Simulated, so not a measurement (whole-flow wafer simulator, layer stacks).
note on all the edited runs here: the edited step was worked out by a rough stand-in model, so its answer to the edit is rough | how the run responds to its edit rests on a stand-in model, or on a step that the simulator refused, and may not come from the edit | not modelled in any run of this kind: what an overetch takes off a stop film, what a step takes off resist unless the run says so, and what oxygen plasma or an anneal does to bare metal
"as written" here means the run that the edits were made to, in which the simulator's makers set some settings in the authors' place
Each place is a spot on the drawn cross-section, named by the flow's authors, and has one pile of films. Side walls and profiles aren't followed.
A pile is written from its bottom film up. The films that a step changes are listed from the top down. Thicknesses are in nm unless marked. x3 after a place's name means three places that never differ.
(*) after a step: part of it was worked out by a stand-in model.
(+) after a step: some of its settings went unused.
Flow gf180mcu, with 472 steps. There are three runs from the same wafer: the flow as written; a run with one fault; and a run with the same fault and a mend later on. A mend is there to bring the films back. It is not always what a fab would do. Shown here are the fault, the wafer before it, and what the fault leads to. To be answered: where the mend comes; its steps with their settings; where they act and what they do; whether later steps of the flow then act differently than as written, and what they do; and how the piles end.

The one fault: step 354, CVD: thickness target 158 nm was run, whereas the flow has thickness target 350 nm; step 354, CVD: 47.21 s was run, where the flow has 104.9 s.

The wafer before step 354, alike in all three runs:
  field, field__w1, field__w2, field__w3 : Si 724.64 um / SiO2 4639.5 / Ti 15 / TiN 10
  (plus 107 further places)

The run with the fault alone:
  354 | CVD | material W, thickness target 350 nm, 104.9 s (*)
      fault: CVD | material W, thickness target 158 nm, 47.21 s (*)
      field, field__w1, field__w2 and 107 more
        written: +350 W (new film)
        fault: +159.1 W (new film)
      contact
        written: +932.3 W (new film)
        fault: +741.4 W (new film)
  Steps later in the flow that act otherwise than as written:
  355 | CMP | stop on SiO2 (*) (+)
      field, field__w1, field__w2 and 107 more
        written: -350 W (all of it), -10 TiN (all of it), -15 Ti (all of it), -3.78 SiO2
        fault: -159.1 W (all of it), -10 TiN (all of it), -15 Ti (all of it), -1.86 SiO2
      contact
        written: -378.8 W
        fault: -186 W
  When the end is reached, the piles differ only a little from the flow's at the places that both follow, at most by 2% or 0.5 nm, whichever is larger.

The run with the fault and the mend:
  The mend stands after step 354.
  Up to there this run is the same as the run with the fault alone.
  354a | CVD | material W, thickness target 192 nm, 57.55 s (the flow's step 354 again, with other settings)
      field, field__w1, field__w2 and 108 more
        +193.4 W
  Later steps of the flow that are run all act as written at every place that is followed, up to a difference of at most 2% or 0.5 nm, whichever is larger.
  When the end is reached, the piles differ only a little from the flow's at the places that both follow, at most by 2% or 0.5 nm, whichever is larger.
